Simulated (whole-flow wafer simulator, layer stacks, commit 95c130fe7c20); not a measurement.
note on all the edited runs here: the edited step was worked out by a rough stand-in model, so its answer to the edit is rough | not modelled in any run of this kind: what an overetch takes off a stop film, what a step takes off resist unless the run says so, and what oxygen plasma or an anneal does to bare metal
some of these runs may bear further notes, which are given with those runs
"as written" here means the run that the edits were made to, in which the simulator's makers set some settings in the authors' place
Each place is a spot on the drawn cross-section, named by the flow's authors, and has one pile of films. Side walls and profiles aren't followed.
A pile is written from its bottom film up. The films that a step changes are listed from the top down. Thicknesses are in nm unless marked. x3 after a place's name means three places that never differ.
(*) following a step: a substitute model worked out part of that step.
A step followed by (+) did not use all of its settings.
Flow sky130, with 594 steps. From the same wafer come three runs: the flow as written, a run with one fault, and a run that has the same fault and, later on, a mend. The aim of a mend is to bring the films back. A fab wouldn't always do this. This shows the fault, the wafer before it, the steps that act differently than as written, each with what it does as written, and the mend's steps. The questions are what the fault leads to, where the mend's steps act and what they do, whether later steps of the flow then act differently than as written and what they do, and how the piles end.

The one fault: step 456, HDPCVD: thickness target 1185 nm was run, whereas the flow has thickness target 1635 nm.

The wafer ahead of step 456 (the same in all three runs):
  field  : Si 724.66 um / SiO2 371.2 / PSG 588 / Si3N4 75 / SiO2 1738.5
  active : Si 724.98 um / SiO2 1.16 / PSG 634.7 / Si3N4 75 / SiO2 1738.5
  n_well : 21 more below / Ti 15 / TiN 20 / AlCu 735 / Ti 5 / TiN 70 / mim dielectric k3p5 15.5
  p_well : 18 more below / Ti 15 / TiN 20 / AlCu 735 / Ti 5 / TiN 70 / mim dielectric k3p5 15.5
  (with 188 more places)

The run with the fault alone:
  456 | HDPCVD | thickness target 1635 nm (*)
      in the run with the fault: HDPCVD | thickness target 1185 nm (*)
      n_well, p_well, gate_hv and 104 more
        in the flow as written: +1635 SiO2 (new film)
        in the run with the fault: +1185 SiO2 (new film)
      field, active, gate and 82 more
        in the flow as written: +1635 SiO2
        in the run with the fault: +1185 SiO2
  Later steps of the flow acting differently than as written (20 more steps, not shown, differ only slightly: by at most 2% or 0.5 nm, whichever is larger):
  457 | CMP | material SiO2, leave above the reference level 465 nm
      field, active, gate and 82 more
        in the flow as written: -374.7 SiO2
        in the run with the fault: nothing
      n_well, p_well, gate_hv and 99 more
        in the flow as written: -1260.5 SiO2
        in the run with the fault: -810.5 SiO2
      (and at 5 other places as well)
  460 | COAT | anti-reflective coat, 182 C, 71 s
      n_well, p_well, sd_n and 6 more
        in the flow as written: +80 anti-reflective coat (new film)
        in the run with the fault: +5.43 anti-reflective coat (new film)
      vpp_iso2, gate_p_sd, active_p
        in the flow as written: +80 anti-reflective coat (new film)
        in the run with the fault: +82 anti-reflective coat (new film)
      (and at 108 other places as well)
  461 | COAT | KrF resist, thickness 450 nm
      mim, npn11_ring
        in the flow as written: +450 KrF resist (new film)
        in the run with the fault: +426.8 KrF resist (new film)
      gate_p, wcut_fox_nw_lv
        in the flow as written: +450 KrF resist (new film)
        in the run with the fault: +438.9 KrF resist (new film)
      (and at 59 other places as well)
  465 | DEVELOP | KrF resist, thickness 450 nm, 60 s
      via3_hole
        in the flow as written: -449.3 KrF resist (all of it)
        in the run with the fault: -429.5 KrF resist (all of it)
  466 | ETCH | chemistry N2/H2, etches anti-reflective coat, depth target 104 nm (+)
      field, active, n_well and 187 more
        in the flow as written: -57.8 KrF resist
        in the run with the fault: -27.1 KrF resist
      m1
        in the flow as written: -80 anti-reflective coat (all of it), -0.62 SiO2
        in the run with the fault: -35.3 anti-reflective coat (all of it), -0.35 SiO2
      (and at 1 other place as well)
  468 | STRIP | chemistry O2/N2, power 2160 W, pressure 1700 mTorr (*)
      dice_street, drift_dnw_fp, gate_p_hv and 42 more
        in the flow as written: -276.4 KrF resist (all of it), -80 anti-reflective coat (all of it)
        in the run with the fault: -307.1 KrF resist (all of it), -80 anti-reflective coat (all of it)
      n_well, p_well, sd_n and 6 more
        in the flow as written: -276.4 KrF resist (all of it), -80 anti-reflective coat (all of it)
        in the run with the fault: -305.1 KrF resist (all of it), -5.43 anti-reflective coat (all of it)
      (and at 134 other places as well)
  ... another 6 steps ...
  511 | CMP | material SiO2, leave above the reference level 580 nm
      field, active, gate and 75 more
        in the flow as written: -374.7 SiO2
        in the run with the fault: -393.2 SiO2
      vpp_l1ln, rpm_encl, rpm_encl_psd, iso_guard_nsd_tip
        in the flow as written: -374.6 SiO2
        in the run with the fault: -393.2 SiO2
  By the end, the piles at field, active, gate and 83 more depart from the flow's by more than 2% or 0.5 nm, whichever is larger.
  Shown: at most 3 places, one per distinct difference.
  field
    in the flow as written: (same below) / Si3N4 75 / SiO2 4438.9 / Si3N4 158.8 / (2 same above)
    in the run with the fault: (same below) / Si3N4 75 / SiO2 2923.5 / TiN 20 / W 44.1 / SiO2 1451.3 / Si3N4 158.8 / (2 same above)
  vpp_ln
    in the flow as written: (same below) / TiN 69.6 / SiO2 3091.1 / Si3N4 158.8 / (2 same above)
    in the run with the fault: (same below) / TiN 69.6 / SiO2 1575.7 / TiN 20 / W 44.1 / SiO2 1451.3 / Si3N4 158.8 / (2 same above)
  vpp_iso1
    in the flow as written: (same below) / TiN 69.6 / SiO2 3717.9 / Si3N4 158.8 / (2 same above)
    in the run with the fault: (same below) / TiN 69.6 / SiO2 2202.5 / TiN 20 / W 44.1 / SiO2 1451.3 / Si3N4 158.8 / (2 same above)

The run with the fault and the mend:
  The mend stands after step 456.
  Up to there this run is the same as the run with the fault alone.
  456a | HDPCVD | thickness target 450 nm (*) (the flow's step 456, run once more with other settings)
      field, active, n_well and 189 more
        +450 SiO2
  None of the later steps of the flow acts differently than as written at any place that is followed.
  At every place that both follow, the piles at the end match the flow's.
